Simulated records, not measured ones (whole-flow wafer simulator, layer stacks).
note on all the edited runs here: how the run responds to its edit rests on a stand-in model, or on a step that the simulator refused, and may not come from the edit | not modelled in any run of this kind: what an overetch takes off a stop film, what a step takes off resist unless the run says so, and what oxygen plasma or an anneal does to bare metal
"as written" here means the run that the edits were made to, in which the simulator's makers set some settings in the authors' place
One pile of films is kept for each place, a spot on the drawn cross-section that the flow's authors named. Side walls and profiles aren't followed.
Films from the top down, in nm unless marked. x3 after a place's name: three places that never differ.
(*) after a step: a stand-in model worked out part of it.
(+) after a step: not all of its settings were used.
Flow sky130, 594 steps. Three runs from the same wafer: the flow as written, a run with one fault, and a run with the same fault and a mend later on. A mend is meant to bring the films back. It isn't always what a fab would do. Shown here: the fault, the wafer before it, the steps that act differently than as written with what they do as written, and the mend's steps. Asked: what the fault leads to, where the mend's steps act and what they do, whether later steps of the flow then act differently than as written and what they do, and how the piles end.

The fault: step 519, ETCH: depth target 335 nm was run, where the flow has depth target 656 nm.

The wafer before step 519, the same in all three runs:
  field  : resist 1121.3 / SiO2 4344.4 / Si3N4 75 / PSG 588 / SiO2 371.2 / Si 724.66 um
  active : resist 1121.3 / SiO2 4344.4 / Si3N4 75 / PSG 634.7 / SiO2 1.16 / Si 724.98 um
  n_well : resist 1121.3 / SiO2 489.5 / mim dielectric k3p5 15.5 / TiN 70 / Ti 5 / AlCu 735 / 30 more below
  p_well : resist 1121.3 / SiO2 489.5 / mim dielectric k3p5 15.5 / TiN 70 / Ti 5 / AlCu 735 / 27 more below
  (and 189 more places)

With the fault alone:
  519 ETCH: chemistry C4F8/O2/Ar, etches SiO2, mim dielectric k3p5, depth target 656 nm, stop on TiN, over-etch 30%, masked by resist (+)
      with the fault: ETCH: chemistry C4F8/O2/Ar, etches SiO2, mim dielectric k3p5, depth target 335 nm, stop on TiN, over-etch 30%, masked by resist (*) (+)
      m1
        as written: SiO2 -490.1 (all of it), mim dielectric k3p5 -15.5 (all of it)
        with the fault: SiO2 -335
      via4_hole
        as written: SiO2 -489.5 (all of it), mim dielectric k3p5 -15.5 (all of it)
        with the fault: SiO2 -335
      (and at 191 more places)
  Later steps of the flow that act differently than as written (1 more step differs only slightly, by at most 2% or 0.5 nm, whichever is larger, and isn't shown):
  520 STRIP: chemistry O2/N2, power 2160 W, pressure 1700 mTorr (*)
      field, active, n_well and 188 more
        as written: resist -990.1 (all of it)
        with the fault: resist -1054.3 (all of it)
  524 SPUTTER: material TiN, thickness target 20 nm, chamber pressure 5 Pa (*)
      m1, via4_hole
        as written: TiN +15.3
        with the fault: TiN +16.5 (new film)
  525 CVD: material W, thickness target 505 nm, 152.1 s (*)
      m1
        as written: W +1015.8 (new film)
        with the fault: W +646.8 (new film)
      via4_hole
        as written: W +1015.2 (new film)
        with the fault: W +648.5 (new film)
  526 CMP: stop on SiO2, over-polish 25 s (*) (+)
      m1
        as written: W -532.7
        with the fault: W -335.9
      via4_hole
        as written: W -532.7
        with the fault: W -337.6
  At the end the piles differ from the flow's by more than 2% or 0.5 nm, whichever is larger, at m1, via4_hole.
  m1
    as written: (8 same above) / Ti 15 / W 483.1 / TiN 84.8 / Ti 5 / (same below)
    with the fault: (8 same above) / Ti 15 / W 310.8 / TiN 16.5 / SiO2 155.1 / mim dielectric k3p5 15.5 / TiN 70 / Ti 5 / (same below)
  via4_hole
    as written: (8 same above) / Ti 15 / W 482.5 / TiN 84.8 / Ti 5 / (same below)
    with the fault: (8 same above) / Ti 15 / W 310.8 / TiN 16.5 / SiO2 154.5 / mim dielectric k3p5 15.5 / TiN 70 / Ti 5 / (same below)

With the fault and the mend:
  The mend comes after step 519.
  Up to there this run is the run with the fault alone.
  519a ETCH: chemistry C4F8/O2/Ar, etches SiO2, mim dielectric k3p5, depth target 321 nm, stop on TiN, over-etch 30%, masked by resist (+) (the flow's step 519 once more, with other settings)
      field, active, n_well and 188 more
        resist -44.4
      m1
        SiO2 -155.1 (all of it), mim dielectric k3p5 -15.5 (all of it)
      via4_hole
        SiO2 -154.5 (all of it), mim dielectric k3p5 -15.5 (all of it)
  No later step of the flow acts differently than as written, at any place that is followed, by more than 2% or 0.5 nm, whichever is larger.
  At the end the piles are the same as the flow's at every place that both follow.
